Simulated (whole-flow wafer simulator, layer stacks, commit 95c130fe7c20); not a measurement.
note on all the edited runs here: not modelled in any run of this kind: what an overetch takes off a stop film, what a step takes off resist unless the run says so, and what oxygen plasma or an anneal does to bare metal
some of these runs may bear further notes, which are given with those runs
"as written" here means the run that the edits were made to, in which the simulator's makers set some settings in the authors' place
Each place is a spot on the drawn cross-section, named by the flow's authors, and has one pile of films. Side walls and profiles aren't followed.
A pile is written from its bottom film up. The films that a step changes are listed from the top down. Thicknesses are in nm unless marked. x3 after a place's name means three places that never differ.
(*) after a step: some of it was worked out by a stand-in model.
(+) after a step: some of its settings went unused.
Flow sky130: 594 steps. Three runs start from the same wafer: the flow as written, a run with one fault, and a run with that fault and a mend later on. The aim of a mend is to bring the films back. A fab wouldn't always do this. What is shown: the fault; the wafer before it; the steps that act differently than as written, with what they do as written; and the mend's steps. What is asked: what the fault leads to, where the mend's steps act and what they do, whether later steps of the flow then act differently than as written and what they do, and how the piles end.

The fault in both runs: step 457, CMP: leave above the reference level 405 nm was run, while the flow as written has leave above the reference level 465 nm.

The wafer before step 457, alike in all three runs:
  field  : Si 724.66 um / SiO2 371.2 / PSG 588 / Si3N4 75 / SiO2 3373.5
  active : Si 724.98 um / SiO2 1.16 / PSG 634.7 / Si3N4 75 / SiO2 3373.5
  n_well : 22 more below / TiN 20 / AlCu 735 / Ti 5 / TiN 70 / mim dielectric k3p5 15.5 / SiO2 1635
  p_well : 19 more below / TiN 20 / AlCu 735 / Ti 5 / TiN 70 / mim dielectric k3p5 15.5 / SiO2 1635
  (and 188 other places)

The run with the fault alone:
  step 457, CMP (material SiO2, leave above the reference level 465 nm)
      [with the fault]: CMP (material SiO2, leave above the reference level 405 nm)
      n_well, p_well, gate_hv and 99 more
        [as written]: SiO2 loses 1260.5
        [with the fault]: SiO2 loses 1320.5
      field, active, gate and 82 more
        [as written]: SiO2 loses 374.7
        [with the fault]: SiO2 loses 434.7
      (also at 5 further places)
  Later steps of the flow acting differently than as written (1 other step is not shown; it differs only slightly, by no more than 2% or 0.5 nm, whichever is larger):
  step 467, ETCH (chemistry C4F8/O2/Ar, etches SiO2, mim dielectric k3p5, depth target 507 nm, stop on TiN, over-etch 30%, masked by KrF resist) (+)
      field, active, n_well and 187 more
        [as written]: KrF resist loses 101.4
        [with the fault]: KrF resist loses 85.8
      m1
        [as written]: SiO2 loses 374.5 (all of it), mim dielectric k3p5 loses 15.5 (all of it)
        [with the fault]: SiO2 loses 314.5 (all of it), mim dielectric k3p5 loses 15.5 (all of it)
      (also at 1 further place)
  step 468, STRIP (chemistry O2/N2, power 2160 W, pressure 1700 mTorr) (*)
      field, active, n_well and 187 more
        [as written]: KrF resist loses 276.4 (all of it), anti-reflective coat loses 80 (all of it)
        [with the fault]: KrF resist loses 292 (all of it), anti-reflective coat loses 80 (all of it)
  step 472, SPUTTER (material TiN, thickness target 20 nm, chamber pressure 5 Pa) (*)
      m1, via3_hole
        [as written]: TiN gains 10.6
        [with the fault]: TiN gains 11.4
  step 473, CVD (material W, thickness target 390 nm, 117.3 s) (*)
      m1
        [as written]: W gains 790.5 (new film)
        [with the fault]: W gains 729.6 (new film)
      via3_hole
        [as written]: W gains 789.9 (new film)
        [with the fault]: W gains 729 (new film)
  By the end, the piles at n_well, p_well, gate_hv and 108 more depart from the flow's by more than 2% or 0.5 nm, whichever is larger.
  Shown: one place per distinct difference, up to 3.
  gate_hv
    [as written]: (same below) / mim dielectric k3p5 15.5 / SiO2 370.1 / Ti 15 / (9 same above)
    [with the fault]: (same below) / mim dielectric k3p5 15.5 / SiO2 310.1 / Ti 15 / (9 same above)
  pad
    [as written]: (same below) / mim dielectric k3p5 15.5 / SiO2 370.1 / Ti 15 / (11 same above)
    [with the fault]: (same below) / mim dielectric k3p5 15.5 / SiO2 310.1 / Ti 15 / (11 same above)
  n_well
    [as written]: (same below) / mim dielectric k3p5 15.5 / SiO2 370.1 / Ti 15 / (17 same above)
    [with the fault]: (same below) / mim dielectric k3p5 15.5 / SiO2 310.1 / Ti 15 / (17 same above)

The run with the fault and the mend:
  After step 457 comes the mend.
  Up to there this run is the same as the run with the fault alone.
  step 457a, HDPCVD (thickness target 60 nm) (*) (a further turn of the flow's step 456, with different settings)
      field, active, n_well and 189 more
        SiO2 gains 60
  None of the later steps of the flow differs from how it acts as written, at any place that is followed, by more than 2% or 0.5 nm, whichever is larger.
  By the end, the piles equal the flow's at every place that both follow.
